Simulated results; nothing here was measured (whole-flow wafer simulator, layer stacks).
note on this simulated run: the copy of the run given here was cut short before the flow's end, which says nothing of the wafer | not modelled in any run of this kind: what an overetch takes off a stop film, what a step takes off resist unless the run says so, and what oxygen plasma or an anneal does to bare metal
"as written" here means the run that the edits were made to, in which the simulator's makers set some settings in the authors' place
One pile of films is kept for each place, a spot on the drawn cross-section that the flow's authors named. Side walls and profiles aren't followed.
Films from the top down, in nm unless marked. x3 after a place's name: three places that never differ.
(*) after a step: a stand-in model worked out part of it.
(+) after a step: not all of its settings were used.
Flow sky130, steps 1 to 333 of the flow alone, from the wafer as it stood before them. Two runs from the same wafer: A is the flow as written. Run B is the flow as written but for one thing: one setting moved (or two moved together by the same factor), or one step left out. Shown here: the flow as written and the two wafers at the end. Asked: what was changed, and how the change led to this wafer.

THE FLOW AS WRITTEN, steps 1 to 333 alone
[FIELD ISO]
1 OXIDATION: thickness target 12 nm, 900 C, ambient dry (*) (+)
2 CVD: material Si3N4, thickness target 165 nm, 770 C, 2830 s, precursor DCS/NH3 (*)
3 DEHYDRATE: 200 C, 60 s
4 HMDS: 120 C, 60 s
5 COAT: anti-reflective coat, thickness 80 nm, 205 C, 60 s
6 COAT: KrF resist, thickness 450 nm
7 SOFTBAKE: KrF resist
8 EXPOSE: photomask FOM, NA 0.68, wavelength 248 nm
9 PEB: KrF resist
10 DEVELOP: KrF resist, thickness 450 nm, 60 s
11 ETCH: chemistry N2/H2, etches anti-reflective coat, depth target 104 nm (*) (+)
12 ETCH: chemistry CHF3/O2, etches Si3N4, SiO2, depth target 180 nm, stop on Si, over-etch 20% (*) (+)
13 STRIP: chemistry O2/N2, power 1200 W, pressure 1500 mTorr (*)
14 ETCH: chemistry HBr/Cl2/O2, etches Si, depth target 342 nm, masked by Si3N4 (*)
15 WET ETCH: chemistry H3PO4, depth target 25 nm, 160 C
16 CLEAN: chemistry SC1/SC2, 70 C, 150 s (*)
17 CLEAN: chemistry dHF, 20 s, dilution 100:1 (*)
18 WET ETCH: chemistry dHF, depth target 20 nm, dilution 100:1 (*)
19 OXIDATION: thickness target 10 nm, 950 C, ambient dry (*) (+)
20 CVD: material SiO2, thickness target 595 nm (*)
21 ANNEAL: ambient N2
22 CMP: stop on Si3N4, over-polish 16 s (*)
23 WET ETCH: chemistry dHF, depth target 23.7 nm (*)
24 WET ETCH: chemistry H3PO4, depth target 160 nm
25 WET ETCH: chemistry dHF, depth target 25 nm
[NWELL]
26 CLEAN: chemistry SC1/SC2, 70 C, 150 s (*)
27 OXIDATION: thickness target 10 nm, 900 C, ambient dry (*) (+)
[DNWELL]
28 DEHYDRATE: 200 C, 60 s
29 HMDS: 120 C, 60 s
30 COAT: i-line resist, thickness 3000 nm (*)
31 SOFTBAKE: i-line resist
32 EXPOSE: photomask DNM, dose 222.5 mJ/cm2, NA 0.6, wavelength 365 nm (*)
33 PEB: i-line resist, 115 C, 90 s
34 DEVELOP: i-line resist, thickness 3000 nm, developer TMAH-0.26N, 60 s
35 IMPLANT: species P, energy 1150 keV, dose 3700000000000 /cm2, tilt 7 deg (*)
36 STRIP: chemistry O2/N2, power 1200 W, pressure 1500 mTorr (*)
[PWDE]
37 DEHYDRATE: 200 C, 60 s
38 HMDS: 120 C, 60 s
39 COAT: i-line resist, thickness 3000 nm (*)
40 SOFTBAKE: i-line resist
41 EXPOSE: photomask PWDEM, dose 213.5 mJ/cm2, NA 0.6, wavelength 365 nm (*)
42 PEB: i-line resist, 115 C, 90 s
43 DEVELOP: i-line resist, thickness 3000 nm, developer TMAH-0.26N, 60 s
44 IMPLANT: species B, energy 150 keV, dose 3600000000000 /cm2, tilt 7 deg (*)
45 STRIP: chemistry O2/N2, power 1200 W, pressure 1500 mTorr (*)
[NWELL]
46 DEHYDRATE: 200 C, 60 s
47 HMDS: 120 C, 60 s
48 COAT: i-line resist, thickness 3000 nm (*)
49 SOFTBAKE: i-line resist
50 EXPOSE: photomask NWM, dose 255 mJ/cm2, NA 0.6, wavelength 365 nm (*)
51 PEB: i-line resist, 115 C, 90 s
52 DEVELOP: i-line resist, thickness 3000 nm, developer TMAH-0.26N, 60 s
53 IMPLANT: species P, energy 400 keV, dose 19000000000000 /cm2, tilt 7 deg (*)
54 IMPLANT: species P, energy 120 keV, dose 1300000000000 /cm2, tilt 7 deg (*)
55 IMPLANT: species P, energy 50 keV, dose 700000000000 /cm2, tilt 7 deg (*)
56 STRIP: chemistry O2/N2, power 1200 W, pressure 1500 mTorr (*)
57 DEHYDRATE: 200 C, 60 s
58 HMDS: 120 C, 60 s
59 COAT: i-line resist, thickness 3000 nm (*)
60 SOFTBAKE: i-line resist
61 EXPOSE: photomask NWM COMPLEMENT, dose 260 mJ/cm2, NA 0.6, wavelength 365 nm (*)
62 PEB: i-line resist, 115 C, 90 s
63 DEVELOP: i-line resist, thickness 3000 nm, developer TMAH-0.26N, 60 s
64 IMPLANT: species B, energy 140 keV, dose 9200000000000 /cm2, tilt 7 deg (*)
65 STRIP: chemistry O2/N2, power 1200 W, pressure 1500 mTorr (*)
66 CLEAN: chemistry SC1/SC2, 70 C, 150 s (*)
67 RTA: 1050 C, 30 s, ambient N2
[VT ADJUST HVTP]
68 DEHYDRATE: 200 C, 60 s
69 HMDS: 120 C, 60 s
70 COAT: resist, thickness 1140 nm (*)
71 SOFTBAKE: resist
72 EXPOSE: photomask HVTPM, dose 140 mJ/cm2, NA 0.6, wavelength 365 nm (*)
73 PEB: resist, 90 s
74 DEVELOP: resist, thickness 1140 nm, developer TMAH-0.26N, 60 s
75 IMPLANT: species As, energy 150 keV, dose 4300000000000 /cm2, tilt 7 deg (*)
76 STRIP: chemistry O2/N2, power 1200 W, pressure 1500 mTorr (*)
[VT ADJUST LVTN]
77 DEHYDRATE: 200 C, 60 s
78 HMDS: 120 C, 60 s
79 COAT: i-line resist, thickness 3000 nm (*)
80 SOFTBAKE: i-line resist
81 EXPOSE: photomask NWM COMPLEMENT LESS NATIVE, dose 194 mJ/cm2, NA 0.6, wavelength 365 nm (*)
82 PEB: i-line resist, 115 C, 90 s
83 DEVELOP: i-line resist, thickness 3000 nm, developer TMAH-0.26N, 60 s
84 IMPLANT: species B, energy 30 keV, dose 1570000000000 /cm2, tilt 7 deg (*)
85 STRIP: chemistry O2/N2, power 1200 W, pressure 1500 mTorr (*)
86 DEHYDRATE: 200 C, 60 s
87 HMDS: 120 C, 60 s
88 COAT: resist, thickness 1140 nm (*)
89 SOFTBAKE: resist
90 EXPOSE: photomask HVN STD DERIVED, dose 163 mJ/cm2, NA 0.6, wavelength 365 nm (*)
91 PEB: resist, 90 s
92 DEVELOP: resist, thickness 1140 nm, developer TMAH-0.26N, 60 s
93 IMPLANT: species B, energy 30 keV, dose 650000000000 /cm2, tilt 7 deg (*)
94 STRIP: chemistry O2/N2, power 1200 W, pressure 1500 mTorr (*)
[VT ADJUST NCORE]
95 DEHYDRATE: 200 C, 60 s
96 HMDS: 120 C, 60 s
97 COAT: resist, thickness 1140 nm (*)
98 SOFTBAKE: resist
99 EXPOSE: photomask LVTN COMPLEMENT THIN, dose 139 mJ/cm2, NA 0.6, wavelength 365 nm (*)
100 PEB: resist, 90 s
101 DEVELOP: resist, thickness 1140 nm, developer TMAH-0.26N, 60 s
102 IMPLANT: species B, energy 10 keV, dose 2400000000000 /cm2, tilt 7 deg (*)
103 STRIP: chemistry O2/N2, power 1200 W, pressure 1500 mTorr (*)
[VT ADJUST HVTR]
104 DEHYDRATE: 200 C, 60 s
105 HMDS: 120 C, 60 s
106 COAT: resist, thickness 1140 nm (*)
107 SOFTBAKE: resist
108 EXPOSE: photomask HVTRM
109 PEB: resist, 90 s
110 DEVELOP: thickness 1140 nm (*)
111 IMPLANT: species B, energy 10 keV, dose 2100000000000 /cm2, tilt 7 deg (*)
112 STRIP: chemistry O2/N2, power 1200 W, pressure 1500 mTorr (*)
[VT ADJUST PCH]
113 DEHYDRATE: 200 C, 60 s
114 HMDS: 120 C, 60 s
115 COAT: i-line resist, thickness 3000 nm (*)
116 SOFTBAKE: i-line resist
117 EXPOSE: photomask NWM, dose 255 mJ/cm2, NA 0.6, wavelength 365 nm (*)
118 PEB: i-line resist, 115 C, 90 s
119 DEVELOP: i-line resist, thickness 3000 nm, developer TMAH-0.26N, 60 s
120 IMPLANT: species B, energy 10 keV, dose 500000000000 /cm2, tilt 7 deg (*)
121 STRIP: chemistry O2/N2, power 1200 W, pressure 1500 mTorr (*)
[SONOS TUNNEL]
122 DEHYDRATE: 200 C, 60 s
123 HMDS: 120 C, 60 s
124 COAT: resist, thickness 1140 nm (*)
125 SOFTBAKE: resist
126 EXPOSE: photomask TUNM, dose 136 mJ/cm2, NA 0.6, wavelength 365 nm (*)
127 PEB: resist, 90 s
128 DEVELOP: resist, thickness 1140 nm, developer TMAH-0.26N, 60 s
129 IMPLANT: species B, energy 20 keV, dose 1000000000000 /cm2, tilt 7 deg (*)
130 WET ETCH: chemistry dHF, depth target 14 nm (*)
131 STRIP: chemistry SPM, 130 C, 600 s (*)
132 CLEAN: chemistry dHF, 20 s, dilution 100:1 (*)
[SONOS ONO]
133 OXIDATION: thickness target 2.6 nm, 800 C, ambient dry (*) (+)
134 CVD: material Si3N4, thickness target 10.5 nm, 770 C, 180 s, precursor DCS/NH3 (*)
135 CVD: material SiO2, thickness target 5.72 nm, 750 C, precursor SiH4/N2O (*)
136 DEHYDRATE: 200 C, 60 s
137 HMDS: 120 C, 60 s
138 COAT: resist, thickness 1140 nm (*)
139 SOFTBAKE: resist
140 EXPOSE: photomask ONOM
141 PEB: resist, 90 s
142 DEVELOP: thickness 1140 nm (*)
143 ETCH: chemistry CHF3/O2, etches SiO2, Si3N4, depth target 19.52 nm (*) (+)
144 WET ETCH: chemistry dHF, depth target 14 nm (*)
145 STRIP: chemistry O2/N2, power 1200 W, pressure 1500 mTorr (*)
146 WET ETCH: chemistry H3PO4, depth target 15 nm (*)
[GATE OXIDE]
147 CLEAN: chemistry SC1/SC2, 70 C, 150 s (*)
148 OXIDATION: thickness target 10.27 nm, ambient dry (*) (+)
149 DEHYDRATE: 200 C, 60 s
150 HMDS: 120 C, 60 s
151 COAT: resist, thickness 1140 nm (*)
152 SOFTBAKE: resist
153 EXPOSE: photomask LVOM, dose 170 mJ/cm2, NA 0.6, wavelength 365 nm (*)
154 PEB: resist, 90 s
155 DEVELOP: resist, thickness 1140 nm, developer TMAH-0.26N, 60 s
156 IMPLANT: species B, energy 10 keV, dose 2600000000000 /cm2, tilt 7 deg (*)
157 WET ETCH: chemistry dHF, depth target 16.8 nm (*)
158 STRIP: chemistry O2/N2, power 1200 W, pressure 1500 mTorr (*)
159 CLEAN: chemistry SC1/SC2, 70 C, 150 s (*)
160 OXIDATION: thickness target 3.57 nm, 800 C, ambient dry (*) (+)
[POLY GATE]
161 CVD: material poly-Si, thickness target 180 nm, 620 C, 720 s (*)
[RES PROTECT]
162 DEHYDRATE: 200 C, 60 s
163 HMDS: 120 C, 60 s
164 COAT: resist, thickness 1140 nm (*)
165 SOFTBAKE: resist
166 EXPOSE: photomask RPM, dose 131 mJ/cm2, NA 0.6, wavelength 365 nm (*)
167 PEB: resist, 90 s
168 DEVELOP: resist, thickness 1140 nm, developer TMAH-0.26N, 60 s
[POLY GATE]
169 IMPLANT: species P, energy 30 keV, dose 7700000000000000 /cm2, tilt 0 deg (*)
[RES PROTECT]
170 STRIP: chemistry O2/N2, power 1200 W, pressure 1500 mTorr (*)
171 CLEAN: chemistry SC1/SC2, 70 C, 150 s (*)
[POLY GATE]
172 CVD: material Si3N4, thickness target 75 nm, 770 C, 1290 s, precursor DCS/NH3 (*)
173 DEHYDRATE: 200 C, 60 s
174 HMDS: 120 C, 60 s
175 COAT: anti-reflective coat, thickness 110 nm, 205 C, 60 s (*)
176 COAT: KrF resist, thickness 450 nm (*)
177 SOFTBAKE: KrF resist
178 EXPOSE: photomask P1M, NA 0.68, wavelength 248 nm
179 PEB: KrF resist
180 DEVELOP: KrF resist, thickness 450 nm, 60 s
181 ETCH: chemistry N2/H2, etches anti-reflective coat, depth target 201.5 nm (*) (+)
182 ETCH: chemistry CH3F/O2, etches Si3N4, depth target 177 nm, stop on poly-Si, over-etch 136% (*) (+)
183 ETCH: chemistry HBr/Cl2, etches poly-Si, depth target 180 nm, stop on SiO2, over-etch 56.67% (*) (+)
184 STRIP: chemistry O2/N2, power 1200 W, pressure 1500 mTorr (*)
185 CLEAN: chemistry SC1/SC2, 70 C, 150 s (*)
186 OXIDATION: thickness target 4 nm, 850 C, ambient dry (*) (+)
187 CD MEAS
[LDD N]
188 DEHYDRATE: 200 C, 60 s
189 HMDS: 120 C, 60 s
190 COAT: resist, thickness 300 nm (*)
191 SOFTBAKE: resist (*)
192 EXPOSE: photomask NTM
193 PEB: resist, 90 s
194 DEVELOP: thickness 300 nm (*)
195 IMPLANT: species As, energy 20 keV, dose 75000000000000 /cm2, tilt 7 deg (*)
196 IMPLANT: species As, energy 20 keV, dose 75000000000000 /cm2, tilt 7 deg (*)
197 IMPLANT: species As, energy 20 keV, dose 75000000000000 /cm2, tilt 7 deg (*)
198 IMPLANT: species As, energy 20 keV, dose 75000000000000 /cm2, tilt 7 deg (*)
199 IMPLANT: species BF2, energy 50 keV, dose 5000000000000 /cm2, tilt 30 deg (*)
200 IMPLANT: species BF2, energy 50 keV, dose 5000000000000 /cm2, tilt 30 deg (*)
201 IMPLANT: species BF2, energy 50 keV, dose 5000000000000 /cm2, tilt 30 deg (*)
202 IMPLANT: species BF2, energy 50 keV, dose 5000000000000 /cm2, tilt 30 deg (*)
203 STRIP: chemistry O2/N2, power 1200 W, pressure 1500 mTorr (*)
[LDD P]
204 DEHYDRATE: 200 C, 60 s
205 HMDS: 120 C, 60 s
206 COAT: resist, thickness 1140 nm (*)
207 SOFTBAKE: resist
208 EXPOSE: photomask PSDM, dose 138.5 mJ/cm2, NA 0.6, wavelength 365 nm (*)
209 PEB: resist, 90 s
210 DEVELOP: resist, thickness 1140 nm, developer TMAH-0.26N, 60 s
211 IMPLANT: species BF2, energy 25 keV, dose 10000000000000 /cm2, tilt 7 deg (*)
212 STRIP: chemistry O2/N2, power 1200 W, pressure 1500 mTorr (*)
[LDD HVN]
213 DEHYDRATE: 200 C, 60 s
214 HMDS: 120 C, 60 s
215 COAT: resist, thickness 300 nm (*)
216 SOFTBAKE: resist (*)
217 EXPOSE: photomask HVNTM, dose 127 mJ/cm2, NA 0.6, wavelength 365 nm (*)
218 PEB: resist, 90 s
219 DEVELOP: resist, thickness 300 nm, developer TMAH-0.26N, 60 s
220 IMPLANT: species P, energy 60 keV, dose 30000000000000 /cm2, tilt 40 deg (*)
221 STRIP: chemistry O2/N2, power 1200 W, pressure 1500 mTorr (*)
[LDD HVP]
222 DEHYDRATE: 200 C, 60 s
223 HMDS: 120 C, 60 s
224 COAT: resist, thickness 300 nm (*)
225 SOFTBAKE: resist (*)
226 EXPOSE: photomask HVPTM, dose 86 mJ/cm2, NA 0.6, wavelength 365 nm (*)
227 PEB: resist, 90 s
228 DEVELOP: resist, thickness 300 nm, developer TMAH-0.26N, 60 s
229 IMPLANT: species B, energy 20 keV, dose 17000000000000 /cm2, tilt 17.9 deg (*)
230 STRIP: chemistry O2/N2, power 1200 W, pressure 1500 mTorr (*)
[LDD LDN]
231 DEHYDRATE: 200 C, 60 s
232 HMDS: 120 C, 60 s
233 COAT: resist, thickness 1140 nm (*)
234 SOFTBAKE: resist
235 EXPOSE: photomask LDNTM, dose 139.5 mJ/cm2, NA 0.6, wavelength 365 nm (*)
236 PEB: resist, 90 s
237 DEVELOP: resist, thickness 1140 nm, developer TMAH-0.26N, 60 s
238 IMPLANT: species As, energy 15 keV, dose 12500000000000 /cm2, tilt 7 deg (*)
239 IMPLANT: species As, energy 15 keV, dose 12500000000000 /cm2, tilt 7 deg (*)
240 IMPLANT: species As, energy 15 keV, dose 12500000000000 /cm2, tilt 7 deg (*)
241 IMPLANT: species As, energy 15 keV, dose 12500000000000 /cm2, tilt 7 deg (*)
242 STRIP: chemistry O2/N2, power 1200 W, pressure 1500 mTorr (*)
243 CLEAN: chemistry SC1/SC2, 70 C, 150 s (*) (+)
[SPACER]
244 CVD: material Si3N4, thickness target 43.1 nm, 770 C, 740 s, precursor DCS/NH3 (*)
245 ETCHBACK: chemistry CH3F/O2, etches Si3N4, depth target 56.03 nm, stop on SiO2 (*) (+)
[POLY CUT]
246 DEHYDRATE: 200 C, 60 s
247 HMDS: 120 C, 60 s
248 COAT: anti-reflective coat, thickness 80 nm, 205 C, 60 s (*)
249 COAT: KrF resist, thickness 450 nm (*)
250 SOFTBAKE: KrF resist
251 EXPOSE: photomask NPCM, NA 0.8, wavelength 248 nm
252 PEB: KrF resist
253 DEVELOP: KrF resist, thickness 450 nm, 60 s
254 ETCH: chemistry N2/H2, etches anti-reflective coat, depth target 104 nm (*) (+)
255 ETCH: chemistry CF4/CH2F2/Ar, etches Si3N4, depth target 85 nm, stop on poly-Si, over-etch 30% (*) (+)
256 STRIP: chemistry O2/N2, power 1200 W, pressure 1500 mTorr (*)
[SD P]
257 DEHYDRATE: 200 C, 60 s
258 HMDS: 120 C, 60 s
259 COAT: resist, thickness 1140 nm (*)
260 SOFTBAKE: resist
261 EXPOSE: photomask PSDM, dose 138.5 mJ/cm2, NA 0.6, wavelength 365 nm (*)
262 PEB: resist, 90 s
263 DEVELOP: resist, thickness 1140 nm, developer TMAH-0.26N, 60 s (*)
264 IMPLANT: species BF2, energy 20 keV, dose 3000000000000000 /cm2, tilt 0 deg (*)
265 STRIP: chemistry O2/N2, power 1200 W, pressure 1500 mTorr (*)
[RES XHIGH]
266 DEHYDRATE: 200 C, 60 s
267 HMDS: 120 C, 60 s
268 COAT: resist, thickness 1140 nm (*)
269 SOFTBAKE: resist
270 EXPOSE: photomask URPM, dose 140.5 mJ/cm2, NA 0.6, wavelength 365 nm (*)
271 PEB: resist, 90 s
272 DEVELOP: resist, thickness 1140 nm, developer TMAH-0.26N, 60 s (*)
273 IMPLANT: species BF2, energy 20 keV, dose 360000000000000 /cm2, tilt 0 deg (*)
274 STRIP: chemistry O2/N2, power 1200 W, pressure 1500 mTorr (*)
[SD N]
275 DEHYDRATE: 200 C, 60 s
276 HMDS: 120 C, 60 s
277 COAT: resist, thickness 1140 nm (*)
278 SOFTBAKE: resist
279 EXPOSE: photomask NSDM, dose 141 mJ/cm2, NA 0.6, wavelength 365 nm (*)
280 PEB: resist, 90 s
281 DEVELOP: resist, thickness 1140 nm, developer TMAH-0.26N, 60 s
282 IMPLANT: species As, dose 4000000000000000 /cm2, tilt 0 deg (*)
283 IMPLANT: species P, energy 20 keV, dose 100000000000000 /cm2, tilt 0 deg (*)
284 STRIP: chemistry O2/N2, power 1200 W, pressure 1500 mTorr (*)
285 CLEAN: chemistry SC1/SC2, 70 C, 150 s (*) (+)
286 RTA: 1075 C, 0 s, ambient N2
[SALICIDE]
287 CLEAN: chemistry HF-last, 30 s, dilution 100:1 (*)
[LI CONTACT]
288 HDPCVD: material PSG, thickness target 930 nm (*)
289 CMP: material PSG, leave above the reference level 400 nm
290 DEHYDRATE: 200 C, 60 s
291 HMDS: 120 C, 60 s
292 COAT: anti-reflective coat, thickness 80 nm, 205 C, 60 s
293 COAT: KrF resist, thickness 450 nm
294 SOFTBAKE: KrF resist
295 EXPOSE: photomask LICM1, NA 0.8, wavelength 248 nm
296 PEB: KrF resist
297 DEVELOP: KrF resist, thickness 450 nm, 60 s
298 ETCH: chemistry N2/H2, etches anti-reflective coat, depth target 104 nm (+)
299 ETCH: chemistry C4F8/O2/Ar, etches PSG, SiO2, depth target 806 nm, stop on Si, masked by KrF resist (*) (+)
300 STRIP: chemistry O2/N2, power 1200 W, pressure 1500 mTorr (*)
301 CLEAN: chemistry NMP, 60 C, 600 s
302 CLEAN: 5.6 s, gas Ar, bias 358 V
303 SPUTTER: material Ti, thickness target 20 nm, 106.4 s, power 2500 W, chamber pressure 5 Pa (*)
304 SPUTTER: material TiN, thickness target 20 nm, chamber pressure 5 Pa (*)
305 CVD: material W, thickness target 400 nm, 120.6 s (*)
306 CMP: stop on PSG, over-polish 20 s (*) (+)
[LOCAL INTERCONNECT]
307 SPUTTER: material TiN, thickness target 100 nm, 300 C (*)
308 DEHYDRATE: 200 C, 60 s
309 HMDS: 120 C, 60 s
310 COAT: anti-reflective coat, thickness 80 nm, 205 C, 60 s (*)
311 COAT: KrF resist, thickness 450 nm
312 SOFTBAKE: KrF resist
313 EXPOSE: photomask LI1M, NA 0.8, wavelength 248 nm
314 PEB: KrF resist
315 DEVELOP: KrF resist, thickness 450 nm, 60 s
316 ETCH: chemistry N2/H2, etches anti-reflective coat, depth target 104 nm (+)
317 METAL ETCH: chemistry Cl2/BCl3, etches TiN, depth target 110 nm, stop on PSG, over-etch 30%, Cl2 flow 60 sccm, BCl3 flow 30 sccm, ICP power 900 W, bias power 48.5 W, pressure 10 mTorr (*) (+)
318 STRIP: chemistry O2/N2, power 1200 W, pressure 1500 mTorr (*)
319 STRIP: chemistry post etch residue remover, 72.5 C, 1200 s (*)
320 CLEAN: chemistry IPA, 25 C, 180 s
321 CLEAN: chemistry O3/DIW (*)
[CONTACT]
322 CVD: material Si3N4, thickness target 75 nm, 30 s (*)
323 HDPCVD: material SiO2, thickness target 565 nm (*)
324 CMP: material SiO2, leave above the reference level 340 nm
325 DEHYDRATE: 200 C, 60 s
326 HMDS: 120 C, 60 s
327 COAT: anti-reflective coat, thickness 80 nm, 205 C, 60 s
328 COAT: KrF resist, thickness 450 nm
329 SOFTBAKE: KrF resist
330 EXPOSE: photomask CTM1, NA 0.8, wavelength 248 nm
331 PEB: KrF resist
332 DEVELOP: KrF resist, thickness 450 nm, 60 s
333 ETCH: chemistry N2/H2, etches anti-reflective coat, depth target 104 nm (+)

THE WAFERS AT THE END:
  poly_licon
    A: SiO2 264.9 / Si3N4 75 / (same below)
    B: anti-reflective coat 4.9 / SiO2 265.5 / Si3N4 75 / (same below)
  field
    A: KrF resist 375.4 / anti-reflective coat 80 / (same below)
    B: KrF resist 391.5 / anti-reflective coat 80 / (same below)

The cause: step 333, ETCH: depth target 75.1 nm was run, where the flow has depth target 104 nm.

How the change led to this, step by step:
  333 ETCH: chemistry N2/H2, etches anti-reflective coat, depth target 104 nm (+)
      poly_licon, ndiff_licon, ndiff_licon_cpp, rpo_hd_licon: A anti-reflective coat -80 (all of it), SiO2 -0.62 | B anti-reflective coat -75.1
      field, active, n_well and 184 more: A KrF resist -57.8 | B KrF resist -41.7
